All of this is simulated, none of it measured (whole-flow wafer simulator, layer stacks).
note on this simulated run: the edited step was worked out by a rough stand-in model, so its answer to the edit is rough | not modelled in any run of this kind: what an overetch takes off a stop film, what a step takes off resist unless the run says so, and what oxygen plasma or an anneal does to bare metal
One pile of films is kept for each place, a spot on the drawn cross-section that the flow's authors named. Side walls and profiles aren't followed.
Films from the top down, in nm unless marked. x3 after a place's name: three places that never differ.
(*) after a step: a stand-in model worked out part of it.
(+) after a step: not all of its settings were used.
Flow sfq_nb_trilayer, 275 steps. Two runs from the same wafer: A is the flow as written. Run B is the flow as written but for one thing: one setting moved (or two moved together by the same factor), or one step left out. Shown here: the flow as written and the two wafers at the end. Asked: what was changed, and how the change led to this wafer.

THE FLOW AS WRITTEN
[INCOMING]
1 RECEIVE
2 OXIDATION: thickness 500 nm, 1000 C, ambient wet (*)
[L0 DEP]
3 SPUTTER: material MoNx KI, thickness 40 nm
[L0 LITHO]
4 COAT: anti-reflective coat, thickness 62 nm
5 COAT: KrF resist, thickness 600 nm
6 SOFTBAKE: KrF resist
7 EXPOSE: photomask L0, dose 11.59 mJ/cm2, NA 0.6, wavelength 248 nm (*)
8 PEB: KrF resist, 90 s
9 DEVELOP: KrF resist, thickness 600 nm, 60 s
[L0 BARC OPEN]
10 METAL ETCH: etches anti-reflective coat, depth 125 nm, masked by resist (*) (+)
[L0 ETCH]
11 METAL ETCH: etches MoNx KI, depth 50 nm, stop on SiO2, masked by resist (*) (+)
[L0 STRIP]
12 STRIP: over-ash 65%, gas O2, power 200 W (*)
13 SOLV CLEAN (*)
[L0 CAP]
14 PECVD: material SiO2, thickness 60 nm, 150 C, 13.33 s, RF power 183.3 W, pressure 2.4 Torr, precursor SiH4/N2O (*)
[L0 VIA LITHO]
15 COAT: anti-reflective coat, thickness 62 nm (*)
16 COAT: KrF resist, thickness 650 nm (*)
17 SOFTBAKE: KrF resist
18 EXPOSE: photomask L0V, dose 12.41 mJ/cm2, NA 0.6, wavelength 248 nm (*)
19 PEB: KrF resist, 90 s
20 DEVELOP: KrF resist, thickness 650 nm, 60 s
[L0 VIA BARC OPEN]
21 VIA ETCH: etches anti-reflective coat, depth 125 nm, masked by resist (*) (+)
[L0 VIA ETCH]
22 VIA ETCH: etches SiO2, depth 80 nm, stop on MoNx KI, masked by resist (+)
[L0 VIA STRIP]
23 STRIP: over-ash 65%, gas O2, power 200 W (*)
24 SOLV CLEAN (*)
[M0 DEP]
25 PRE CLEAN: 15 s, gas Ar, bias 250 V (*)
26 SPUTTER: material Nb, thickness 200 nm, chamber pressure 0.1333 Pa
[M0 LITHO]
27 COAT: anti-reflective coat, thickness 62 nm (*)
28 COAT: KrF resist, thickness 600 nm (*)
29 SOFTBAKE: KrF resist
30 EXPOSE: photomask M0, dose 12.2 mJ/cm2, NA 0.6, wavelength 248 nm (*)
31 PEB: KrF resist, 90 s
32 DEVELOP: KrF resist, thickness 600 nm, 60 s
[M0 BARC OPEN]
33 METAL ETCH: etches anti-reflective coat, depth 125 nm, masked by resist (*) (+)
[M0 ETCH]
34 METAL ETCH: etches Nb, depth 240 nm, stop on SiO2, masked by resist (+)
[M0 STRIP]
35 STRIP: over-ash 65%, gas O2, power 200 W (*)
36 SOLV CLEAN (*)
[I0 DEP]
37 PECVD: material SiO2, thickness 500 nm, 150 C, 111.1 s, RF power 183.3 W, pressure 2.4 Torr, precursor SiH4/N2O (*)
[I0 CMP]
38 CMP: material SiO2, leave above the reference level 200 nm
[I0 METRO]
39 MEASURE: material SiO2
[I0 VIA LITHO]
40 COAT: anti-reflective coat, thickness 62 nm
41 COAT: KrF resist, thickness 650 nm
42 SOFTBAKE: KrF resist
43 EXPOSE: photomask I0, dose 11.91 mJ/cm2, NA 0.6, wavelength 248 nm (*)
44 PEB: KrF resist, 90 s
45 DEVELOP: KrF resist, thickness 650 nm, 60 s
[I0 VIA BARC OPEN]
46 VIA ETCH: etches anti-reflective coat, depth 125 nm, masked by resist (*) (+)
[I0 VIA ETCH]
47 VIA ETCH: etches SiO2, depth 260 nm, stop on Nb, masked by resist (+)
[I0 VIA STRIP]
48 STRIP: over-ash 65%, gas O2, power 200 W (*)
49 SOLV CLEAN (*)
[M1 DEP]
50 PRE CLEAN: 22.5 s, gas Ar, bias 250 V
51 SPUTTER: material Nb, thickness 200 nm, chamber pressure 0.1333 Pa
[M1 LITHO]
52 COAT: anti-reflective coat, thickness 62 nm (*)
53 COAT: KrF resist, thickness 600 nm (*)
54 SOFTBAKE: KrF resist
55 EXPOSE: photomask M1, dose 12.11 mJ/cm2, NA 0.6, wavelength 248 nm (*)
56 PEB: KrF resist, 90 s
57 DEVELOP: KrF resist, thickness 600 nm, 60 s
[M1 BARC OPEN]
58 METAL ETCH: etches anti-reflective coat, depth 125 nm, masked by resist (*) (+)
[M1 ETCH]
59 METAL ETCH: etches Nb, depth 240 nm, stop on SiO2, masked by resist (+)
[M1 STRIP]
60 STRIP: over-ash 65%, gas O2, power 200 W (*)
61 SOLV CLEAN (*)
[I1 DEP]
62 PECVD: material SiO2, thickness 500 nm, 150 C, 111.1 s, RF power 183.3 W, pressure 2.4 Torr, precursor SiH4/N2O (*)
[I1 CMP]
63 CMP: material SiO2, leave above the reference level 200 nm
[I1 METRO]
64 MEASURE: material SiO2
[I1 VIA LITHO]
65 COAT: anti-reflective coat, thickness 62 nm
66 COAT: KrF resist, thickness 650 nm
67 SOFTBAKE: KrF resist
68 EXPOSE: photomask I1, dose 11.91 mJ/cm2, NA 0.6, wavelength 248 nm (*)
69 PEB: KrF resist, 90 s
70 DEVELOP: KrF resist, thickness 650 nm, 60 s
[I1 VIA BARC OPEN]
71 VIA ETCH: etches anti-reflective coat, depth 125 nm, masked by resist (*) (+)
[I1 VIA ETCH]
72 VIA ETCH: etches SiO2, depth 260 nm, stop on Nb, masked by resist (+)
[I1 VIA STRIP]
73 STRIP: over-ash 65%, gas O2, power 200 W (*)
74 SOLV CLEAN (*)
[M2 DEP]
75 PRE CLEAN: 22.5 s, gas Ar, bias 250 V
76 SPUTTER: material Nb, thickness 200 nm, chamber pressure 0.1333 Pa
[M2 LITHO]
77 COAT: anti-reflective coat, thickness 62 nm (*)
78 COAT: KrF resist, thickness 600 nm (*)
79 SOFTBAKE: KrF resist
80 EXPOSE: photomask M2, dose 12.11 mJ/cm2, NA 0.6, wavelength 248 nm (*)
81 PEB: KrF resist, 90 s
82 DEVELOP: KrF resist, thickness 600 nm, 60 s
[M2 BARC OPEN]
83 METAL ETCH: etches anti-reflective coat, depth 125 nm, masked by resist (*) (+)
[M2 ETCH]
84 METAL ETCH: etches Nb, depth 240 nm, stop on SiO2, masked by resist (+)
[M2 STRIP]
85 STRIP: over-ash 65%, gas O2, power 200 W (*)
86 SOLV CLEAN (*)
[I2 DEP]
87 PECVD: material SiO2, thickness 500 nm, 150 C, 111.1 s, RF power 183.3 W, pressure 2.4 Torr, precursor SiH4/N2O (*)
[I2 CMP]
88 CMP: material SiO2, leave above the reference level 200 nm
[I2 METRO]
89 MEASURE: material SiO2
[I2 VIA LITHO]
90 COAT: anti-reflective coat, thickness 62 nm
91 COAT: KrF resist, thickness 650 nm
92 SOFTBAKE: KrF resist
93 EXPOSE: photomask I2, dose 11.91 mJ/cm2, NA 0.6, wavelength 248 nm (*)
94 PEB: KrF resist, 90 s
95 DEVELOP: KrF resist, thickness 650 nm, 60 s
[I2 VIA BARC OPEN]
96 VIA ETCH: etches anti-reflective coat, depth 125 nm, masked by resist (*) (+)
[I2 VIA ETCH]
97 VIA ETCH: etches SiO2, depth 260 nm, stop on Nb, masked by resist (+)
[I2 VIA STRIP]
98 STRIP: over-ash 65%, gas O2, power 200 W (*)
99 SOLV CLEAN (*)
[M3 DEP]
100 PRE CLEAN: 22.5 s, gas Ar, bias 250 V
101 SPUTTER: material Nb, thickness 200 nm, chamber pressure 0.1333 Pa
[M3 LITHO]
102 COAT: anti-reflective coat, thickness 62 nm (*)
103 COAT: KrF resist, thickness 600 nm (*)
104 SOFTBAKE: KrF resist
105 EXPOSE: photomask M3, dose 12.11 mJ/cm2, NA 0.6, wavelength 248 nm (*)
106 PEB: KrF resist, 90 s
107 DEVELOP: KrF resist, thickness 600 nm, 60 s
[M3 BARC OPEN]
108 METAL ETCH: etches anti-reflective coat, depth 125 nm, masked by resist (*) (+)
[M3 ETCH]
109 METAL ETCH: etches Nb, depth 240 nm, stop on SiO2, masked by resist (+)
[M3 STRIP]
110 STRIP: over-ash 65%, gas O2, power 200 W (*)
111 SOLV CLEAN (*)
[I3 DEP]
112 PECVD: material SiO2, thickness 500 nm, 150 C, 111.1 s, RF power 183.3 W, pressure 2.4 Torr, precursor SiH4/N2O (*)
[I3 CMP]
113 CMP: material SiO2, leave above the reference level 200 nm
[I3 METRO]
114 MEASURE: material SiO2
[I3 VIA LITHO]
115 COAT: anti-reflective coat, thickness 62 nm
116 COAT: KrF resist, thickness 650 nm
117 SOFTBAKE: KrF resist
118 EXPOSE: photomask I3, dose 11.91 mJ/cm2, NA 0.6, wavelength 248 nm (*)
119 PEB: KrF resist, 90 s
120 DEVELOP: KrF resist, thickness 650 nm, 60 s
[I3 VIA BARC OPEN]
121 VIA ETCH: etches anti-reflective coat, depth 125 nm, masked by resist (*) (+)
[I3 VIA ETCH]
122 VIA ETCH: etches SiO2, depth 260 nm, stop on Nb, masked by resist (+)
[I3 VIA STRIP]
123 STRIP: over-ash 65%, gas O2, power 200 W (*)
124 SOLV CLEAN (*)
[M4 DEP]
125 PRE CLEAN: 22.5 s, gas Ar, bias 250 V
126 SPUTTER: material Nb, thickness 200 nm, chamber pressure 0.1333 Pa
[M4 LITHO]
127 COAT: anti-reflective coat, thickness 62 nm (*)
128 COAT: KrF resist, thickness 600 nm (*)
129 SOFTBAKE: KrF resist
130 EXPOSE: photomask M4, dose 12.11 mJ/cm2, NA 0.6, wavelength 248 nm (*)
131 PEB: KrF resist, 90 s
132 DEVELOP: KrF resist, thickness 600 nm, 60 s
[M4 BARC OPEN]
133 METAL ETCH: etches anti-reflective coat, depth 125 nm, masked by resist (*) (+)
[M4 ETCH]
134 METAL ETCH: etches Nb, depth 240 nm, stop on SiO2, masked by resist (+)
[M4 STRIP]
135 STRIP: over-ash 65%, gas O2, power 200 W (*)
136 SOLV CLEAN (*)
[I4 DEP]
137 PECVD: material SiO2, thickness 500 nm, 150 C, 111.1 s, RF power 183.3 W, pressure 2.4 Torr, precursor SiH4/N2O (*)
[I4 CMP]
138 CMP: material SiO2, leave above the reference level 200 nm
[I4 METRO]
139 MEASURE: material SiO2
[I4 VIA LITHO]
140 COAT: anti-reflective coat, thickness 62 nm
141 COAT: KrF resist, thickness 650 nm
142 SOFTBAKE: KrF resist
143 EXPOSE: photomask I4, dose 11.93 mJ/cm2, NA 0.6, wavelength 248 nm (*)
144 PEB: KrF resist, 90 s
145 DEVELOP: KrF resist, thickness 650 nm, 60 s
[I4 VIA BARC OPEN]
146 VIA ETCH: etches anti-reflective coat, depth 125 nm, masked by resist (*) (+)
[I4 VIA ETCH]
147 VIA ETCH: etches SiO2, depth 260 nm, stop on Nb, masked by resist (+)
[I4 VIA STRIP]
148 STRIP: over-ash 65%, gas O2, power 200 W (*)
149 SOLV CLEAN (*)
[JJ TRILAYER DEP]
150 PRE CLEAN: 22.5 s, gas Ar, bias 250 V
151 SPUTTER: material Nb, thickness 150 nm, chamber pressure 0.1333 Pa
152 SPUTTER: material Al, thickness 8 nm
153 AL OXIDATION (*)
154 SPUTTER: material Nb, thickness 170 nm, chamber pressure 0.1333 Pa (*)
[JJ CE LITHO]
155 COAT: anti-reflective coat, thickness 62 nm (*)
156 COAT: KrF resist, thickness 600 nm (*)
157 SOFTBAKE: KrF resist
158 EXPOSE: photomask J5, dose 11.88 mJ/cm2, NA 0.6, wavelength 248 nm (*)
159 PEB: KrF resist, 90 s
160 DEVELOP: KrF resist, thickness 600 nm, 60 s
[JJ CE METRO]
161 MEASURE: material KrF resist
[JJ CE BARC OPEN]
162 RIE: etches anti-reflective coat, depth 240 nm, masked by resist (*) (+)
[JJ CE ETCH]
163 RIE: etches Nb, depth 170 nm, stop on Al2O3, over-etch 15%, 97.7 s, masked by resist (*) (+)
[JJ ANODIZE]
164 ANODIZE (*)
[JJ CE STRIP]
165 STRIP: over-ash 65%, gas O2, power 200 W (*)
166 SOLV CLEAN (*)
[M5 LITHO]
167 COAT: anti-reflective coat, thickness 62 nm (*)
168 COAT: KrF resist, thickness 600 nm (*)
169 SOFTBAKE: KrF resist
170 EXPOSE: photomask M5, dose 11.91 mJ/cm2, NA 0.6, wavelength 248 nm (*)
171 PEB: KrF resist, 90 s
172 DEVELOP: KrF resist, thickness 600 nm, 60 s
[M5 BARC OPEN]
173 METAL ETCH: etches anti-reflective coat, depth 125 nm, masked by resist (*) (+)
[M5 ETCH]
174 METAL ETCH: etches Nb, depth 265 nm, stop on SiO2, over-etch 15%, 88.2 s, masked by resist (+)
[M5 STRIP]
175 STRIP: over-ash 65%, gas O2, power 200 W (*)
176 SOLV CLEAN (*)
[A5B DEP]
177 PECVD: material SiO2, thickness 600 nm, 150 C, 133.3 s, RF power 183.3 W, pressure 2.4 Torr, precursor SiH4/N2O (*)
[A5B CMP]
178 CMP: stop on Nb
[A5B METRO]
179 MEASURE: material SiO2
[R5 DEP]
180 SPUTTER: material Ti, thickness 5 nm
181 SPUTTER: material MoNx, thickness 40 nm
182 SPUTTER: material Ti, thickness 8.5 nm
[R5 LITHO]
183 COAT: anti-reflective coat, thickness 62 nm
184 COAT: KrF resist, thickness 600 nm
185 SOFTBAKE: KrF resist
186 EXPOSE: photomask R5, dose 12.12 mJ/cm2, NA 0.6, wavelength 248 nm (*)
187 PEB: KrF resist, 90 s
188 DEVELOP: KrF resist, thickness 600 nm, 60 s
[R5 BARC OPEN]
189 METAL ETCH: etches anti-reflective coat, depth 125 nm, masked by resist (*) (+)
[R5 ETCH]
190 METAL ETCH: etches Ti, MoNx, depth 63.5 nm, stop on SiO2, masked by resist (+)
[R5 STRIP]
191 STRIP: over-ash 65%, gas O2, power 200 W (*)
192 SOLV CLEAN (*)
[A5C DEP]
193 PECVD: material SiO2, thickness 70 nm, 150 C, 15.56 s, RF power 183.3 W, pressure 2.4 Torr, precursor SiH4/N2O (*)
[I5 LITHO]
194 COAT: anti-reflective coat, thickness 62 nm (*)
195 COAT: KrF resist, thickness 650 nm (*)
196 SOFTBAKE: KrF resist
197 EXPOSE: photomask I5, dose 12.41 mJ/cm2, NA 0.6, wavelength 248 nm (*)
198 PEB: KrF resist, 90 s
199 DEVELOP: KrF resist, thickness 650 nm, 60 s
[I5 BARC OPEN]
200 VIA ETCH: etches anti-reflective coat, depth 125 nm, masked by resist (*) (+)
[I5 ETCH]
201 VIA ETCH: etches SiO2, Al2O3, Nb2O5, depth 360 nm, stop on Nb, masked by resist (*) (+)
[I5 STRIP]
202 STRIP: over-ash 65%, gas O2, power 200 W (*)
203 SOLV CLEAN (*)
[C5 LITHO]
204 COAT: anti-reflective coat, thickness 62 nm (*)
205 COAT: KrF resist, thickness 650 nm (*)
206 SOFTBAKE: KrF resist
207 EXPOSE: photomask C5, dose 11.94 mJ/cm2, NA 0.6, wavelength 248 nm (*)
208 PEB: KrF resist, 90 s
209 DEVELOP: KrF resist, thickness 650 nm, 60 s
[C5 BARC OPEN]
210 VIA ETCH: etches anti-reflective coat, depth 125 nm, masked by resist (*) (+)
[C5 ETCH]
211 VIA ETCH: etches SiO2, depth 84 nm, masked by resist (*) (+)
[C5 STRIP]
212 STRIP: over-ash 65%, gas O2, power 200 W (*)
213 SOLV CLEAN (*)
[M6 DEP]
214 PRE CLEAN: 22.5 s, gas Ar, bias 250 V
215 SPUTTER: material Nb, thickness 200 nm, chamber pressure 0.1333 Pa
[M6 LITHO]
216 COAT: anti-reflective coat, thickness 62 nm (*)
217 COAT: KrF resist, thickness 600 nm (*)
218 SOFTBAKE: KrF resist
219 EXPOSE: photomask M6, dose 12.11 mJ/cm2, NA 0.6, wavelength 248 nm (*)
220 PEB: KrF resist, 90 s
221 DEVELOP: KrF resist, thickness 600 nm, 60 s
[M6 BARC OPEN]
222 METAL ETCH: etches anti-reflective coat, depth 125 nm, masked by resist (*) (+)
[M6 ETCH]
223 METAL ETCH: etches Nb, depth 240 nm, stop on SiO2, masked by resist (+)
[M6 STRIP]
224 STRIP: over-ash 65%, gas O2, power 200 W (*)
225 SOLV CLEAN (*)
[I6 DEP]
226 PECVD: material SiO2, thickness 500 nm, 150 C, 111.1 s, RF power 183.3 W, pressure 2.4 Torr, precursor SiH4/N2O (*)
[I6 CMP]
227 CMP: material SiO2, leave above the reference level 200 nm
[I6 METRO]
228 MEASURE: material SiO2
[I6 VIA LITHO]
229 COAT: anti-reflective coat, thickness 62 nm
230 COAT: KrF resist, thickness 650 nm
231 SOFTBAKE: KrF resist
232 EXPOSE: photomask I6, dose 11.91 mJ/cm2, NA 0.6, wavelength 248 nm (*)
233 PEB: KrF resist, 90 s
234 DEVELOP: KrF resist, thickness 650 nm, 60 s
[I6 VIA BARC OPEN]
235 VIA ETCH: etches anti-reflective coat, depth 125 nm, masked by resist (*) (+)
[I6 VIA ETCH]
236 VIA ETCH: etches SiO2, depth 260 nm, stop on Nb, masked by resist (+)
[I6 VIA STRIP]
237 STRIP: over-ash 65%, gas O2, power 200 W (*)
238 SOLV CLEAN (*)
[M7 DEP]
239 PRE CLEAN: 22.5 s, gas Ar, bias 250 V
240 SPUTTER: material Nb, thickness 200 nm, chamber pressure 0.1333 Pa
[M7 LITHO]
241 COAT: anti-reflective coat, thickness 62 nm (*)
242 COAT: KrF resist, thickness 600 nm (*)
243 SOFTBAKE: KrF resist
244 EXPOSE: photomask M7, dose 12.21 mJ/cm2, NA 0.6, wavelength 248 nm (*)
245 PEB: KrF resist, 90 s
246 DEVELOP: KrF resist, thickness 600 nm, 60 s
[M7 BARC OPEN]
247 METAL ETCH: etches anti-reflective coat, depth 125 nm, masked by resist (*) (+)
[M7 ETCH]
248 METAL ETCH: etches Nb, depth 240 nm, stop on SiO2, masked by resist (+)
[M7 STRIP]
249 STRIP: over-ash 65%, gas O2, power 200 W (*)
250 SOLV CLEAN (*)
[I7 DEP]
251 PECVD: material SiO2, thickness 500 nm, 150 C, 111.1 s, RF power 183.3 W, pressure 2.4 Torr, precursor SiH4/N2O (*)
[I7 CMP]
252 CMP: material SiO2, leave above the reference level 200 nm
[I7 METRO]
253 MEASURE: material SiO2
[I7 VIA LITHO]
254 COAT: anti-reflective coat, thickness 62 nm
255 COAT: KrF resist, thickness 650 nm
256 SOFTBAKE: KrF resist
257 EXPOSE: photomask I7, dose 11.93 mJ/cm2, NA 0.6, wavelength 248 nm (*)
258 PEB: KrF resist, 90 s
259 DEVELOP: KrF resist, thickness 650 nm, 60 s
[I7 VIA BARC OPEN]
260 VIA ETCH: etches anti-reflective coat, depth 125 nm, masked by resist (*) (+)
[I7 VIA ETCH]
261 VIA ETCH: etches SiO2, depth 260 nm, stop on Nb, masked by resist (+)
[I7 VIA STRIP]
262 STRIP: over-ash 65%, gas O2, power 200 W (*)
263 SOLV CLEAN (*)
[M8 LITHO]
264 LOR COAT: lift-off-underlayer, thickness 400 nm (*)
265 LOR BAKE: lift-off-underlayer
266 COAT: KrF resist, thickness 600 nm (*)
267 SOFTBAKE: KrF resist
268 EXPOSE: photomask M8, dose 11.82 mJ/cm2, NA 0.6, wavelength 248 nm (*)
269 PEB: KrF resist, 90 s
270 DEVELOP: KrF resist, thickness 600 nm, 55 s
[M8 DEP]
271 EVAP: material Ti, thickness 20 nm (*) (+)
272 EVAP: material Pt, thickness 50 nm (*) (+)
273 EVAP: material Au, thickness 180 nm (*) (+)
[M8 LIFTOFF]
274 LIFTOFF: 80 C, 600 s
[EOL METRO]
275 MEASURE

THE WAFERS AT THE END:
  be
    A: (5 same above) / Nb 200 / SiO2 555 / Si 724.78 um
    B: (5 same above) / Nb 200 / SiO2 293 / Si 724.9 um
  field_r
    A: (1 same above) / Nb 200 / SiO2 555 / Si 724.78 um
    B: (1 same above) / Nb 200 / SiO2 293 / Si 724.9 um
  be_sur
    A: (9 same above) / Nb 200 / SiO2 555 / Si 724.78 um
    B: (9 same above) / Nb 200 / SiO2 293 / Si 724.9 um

The cause: step 2, OXIDATION: thickness 238 nm was run, where the flow has thickness 500 nm.

How the change led to this, step by step:
  2 OXIDATION: thickness 500 nm, 1000 C, ambient wet (*)
      field_l, v_sur, via_wl and 103 more: A SiO2 +500 (new film), chemical SiO2 -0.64 (all of it), Si -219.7 | B SiO2 +238 (new film), chemical SiO2 -0.64 (all of it), Si -104.4
